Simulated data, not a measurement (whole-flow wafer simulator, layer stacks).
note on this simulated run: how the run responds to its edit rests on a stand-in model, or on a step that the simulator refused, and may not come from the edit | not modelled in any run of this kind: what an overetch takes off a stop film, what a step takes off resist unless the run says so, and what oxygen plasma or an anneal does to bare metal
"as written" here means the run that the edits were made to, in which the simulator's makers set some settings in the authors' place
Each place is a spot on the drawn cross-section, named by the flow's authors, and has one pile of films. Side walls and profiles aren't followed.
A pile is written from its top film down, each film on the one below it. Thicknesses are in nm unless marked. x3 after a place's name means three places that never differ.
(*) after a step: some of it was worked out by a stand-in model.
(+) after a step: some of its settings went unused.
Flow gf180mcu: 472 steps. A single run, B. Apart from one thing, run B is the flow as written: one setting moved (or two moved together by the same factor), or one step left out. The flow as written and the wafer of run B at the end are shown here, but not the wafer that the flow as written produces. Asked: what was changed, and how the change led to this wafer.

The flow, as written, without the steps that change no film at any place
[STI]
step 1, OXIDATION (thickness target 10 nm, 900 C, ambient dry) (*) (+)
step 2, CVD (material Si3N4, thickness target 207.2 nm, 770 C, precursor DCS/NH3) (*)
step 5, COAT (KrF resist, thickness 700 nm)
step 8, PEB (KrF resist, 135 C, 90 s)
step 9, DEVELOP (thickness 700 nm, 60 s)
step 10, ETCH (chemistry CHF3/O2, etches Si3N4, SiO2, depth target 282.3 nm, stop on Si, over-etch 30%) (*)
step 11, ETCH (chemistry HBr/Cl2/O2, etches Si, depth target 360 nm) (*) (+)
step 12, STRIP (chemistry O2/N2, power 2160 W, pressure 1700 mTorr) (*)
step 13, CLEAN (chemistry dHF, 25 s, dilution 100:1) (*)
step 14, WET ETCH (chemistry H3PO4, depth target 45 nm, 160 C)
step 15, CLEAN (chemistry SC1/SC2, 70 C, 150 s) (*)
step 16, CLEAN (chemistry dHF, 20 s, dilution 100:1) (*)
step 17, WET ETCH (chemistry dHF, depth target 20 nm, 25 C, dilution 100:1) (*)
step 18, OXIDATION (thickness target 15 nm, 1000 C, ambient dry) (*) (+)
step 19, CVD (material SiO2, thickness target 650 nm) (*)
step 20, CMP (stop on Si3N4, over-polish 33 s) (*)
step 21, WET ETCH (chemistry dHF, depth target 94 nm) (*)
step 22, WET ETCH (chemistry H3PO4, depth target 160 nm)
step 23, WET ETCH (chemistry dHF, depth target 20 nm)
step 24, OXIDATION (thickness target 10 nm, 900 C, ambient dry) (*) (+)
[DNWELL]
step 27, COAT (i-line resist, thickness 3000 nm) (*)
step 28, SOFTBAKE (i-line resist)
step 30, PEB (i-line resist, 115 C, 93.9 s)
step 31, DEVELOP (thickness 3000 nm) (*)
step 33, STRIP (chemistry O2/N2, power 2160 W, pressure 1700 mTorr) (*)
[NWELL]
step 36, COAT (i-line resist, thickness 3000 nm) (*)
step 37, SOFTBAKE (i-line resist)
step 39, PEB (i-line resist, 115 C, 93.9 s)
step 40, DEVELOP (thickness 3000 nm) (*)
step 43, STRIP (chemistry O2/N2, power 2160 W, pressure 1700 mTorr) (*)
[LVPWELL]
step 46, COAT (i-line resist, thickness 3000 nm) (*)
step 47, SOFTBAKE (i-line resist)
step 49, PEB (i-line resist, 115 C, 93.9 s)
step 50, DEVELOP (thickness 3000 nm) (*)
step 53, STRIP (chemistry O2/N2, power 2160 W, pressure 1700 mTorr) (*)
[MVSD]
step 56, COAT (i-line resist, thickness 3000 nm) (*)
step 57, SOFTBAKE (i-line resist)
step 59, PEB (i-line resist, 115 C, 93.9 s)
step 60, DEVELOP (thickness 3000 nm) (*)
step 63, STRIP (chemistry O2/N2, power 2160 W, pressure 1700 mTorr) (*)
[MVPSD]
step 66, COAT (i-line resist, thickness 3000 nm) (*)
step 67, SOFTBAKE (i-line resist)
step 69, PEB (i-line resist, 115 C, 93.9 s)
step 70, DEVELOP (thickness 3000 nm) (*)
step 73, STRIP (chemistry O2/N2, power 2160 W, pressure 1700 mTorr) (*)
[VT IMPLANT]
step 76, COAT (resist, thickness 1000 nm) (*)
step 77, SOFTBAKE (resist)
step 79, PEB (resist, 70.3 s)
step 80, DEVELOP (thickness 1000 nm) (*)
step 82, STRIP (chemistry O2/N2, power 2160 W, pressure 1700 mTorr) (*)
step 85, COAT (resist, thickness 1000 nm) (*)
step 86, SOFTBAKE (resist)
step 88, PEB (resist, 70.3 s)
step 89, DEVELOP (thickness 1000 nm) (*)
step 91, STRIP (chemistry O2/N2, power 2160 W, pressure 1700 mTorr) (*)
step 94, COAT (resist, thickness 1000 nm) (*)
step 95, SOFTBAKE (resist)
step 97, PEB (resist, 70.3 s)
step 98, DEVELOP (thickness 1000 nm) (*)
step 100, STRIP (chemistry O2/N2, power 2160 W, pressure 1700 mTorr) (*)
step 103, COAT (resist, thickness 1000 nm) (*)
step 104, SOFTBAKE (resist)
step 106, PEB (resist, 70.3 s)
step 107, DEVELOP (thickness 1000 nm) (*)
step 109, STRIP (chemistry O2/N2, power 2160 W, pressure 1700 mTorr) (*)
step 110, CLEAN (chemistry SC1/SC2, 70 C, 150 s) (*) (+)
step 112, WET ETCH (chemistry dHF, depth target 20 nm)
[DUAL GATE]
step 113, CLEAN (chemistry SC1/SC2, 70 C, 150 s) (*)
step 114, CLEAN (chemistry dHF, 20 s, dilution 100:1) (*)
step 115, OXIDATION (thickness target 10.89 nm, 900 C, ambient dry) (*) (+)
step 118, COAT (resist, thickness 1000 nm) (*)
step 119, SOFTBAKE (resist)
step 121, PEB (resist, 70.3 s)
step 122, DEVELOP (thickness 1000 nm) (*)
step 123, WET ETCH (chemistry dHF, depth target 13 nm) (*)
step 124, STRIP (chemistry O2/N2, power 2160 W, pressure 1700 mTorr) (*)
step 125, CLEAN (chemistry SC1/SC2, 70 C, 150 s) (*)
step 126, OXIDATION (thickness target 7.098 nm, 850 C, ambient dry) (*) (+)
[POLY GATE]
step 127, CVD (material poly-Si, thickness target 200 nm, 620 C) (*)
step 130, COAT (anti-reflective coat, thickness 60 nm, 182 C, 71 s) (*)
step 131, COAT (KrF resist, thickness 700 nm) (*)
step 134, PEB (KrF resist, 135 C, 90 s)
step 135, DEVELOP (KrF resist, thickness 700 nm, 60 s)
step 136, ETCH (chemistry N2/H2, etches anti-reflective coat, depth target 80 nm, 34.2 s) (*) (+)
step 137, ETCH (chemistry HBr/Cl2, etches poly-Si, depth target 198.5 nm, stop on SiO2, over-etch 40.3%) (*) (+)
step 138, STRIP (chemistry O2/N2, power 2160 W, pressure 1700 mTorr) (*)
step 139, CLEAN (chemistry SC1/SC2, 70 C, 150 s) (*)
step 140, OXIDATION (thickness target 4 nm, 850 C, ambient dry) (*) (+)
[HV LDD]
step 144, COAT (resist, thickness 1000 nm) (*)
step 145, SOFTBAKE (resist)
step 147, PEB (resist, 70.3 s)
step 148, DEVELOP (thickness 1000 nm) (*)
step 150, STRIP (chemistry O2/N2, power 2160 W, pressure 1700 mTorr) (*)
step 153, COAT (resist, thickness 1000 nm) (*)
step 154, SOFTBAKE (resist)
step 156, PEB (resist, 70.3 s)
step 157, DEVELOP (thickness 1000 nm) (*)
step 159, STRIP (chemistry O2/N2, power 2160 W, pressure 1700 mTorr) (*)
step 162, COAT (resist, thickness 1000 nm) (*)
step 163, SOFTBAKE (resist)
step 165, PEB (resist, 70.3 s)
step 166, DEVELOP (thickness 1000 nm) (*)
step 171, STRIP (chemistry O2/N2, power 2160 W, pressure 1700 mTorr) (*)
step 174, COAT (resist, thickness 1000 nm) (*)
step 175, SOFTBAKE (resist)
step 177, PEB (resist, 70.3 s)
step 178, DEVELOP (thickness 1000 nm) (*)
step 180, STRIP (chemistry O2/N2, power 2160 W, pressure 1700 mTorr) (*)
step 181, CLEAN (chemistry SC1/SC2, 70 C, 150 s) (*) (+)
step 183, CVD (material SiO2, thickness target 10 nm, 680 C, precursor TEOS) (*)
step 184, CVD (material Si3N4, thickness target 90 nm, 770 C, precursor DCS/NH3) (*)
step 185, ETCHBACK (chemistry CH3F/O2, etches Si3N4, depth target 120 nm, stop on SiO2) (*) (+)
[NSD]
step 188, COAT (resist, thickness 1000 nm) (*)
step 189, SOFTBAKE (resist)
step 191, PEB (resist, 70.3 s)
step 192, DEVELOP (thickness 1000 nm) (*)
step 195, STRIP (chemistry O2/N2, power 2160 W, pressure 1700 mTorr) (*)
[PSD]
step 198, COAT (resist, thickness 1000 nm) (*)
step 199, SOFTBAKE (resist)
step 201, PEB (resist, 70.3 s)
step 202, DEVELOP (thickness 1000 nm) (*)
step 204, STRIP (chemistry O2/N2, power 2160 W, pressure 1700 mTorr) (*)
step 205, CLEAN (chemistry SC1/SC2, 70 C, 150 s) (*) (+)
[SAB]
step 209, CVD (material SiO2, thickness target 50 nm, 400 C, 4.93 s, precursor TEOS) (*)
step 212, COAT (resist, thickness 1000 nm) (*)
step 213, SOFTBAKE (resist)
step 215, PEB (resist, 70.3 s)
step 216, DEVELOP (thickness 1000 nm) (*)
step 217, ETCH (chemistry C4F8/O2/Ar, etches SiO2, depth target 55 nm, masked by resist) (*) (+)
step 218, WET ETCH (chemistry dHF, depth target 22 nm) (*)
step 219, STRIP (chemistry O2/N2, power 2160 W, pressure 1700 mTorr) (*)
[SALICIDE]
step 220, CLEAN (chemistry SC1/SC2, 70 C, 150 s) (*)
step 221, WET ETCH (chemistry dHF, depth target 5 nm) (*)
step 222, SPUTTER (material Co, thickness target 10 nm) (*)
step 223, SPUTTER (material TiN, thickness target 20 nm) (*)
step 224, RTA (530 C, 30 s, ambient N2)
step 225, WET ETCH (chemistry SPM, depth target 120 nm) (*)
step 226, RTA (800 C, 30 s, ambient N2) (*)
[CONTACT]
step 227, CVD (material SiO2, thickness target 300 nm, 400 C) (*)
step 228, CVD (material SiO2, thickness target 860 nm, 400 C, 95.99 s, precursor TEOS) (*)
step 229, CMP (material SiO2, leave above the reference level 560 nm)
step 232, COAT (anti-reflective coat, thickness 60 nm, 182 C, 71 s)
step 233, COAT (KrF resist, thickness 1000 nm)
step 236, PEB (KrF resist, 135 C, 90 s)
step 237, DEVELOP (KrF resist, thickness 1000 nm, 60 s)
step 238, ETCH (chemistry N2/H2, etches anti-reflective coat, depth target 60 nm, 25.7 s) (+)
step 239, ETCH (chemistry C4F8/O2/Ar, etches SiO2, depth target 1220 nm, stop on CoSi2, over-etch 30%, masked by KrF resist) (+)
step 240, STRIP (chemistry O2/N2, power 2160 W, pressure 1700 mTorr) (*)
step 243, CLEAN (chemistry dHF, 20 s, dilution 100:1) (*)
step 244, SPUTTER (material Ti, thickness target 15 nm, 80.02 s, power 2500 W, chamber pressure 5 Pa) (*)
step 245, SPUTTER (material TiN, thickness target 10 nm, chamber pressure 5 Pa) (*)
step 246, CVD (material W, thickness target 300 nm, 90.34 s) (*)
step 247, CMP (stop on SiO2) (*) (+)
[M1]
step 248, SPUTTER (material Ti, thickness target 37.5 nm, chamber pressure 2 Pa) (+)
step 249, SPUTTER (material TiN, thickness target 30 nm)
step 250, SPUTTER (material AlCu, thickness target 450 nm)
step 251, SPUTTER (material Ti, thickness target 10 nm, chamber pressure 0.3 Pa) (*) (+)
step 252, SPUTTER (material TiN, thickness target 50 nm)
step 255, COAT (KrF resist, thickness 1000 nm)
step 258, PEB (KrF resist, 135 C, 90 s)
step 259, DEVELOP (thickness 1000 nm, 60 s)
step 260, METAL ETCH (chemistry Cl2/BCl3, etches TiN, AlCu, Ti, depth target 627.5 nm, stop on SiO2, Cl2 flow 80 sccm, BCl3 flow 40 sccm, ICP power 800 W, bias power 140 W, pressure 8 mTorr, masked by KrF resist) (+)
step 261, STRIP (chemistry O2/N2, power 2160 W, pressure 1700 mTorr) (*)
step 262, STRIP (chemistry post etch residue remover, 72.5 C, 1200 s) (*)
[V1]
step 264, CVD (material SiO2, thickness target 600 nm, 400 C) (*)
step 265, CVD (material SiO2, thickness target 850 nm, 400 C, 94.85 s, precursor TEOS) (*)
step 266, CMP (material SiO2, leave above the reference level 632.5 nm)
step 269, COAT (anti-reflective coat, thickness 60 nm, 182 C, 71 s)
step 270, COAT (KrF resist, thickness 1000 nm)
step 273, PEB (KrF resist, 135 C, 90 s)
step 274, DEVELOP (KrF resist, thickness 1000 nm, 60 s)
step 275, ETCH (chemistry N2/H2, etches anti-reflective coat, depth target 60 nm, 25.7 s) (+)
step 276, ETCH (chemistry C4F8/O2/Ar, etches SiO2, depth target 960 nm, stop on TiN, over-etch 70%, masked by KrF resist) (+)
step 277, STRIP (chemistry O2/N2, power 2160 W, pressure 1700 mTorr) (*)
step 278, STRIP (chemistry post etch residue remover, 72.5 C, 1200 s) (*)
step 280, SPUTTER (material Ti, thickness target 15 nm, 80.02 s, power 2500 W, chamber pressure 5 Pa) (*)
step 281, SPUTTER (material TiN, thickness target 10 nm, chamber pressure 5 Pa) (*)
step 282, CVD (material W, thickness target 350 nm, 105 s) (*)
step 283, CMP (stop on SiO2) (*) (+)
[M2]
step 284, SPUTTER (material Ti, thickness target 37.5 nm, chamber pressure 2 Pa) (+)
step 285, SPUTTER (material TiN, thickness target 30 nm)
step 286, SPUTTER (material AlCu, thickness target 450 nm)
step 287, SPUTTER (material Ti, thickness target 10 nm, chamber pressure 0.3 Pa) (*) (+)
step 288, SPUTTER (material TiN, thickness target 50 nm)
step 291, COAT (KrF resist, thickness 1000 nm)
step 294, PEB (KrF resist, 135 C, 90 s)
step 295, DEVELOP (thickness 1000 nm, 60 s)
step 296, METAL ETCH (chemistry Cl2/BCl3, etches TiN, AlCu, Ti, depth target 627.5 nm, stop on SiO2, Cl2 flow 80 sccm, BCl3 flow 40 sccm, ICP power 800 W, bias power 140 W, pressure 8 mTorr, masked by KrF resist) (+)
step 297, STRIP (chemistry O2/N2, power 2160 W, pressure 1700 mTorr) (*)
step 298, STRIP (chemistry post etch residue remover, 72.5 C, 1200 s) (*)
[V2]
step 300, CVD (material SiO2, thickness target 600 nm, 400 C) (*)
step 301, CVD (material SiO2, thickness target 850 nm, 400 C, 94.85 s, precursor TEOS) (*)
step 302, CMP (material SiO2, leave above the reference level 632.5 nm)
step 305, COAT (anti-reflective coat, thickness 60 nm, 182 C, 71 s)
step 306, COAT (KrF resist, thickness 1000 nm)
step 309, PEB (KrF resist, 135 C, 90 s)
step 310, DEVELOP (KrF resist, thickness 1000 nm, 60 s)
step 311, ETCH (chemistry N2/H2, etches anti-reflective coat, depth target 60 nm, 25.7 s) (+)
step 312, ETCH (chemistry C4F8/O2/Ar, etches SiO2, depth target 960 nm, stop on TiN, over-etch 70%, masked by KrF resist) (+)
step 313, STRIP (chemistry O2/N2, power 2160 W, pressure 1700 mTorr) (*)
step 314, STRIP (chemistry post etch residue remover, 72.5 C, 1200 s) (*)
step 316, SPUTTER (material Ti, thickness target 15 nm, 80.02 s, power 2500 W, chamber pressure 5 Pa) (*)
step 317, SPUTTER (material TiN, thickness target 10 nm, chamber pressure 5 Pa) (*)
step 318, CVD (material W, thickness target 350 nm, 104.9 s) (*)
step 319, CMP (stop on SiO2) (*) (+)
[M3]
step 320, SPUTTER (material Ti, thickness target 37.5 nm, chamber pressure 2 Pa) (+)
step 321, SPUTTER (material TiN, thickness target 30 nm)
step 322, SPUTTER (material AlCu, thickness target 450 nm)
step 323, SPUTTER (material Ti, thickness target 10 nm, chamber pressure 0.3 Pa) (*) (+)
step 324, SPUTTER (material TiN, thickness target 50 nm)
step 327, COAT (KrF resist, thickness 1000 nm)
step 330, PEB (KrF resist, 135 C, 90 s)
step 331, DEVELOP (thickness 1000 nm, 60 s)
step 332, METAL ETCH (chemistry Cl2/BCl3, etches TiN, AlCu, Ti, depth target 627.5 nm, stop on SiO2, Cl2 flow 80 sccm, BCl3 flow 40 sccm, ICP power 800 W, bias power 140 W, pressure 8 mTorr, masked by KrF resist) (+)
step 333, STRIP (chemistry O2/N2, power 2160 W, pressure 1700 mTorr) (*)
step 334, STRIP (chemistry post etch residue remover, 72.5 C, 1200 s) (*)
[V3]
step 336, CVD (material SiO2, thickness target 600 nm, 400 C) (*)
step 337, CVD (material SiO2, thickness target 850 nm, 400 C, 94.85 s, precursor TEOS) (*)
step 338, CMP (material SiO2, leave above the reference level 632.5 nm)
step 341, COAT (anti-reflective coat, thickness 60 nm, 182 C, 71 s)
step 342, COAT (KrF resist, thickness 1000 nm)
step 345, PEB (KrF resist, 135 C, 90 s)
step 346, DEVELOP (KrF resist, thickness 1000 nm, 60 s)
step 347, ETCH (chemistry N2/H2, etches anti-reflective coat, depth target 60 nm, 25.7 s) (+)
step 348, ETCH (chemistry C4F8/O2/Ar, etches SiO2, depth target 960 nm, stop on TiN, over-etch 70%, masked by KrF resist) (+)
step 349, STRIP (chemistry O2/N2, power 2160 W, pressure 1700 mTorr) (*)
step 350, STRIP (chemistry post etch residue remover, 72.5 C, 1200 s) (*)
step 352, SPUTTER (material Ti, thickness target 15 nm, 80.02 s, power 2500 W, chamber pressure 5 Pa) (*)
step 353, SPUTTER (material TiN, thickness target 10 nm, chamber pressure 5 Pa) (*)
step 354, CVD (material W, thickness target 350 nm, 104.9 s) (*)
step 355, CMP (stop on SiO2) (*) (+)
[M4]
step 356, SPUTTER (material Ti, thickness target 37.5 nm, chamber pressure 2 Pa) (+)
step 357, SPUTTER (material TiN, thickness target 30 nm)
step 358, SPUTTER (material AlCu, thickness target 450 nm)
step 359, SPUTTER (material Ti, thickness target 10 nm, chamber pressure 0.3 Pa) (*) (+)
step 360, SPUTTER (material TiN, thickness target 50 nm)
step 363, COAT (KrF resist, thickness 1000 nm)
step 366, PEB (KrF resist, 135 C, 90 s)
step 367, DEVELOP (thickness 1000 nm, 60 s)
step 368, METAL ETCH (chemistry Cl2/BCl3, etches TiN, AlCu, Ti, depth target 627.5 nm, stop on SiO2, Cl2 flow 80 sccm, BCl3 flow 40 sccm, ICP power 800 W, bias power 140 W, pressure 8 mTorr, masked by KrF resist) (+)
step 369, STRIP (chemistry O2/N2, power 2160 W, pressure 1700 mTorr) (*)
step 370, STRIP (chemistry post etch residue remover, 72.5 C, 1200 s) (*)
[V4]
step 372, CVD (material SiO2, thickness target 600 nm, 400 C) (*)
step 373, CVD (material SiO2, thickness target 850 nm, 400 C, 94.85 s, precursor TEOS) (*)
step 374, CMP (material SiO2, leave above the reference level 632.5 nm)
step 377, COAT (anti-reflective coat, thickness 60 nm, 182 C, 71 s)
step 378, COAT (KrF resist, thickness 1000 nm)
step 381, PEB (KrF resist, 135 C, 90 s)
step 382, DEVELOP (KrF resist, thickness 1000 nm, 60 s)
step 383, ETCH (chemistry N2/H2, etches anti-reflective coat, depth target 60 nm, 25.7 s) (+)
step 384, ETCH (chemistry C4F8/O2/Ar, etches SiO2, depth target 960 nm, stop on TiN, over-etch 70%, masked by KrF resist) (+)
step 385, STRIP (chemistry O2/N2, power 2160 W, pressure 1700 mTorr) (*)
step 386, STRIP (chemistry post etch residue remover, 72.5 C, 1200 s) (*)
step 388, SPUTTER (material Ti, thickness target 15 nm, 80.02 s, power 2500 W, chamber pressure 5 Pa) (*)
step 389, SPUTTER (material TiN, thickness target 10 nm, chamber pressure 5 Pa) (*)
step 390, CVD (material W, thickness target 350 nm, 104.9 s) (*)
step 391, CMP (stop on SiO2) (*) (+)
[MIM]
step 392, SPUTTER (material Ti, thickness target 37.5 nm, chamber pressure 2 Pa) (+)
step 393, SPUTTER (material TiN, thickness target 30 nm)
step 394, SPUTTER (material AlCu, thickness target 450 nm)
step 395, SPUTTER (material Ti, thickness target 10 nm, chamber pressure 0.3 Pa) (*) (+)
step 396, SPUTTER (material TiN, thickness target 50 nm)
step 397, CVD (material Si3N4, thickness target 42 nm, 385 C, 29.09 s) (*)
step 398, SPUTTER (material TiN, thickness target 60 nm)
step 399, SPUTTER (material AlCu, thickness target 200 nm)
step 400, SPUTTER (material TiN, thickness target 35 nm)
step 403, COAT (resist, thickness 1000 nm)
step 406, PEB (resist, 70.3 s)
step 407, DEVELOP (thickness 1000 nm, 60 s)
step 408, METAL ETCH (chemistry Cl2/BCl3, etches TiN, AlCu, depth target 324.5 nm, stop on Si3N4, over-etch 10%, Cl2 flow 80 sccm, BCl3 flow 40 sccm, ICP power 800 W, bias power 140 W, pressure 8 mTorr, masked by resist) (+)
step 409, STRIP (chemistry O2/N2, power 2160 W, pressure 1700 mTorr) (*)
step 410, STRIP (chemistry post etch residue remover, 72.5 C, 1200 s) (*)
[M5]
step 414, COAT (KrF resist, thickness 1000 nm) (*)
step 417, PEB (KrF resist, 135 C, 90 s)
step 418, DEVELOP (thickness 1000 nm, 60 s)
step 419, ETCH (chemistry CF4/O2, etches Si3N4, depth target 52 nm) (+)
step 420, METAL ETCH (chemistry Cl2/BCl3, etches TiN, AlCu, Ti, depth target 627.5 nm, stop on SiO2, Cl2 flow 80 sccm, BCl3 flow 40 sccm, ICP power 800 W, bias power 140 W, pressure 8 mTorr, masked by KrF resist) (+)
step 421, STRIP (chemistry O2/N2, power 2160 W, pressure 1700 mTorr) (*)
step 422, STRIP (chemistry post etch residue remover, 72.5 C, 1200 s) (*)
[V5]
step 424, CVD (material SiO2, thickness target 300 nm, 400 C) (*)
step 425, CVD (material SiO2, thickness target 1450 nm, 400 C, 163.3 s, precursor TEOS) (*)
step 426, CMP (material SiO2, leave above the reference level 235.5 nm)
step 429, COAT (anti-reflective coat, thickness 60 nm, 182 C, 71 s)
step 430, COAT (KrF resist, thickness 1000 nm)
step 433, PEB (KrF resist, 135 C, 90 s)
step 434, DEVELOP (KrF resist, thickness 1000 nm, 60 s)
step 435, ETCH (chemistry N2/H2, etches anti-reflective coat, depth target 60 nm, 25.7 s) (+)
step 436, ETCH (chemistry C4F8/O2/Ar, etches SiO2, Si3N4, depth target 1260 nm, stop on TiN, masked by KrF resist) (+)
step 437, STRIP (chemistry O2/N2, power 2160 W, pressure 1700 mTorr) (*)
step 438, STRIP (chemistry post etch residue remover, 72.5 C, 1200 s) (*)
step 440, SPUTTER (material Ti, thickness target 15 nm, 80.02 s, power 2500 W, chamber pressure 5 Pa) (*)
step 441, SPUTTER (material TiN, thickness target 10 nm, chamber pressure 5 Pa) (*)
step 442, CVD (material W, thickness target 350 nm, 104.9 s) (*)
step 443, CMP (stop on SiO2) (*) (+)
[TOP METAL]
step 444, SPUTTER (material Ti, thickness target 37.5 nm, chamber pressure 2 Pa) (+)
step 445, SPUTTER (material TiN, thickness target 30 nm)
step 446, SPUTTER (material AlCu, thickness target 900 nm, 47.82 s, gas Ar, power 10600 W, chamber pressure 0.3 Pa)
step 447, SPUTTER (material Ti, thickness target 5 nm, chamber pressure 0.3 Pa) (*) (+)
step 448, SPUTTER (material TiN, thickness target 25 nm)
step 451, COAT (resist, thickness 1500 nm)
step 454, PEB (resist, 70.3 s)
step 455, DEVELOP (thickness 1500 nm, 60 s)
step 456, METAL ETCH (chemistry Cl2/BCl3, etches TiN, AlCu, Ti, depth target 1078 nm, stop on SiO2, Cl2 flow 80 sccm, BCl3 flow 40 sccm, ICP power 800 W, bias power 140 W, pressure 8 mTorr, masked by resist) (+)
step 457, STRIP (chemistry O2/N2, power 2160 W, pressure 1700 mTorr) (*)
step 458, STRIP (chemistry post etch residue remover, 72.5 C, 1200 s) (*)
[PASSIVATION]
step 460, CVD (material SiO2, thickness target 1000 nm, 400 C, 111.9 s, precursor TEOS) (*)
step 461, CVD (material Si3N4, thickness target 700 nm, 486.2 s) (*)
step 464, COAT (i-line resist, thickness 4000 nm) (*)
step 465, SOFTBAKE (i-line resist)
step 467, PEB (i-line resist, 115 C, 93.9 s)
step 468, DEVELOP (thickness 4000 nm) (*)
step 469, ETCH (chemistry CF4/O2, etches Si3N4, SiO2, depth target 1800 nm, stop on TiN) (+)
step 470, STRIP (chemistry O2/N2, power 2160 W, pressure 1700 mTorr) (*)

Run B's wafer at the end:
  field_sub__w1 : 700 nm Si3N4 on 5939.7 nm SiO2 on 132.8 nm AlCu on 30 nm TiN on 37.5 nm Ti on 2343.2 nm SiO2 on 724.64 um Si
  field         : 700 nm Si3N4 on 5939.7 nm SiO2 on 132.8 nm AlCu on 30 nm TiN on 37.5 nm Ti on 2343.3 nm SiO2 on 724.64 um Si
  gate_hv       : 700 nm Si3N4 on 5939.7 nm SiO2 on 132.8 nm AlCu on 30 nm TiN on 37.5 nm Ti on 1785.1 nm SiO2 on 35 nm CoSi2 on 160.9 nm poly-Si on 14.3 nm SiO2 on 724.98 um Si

Cause: step 286, SPUTTER: thickness target 706 nm was run, whereas the flow has thickness target 450 nm.

How this came from the change, step by step:
  step 286, SPUTTER (material AlCu, thickness target 450 nm)
      field, field__w1, field__w2 and 108 more: AlCu gains 706 (new film) (in the flow as written it would be: AlCu gains 450 (new film))
  step 296, METAL ETCH (chemistry Cl2/BCl3, etches TiN, AlCu, Ti, depth target 627.5 nm, stop on SiO2, Cl2 flow 80 sccm, BCl3 flow 40 sccm, ICP power 800 W, bias power 140 W, pressure 8 mTorr, masked by KrF resist) (+)
      field, field__w1, field__w2 and 103 more: TiN loses 50 (all of it), Ti loses 10 (all of it), AlCu loses 567.5 (in the flow as written it would be: TiN loses 50 (all of it), Ti loses 10 (all of it), AlCu loses 450 (all of it), TiN loses 30 (all of it), Ti loses 37.5 (all of it))
  step 298, STRIP (chemistry post etch residue remover, 72.5 C, 1200 s) (*)
      field, field__w1, field__w2 and 103 more: AlCu loses 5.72 (in the flow as written it would be: nothing)
  step 300, CVD (material SiO2, thickness target 600 nm, 400 C) (*)
      field, field__w1, field__w2 and 103 more: SiO2 gains 600 (new film) (in the flow as written it would be: SiO2 gains 600)
  step 302, CMP (material SiO2, leave above the reference level 632.5 nm)
      field, field__w1, field__w2 and 103 more: SiO2 loses 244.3 (in the flow as written it would be: SiO2 loses 300)
With metal films that touch counted as one body, field_sub__w1 has 1 body; the flow as written gives 0 bodies.
With metal films that touch counted as one body, field has 1 body; the flow as written gives 0 bodies.
With metal films that touch counted as one body, gate_hv has 2 bodies (between them, from the top down: SiO2 1785.1); the flow as written gives 1 body.
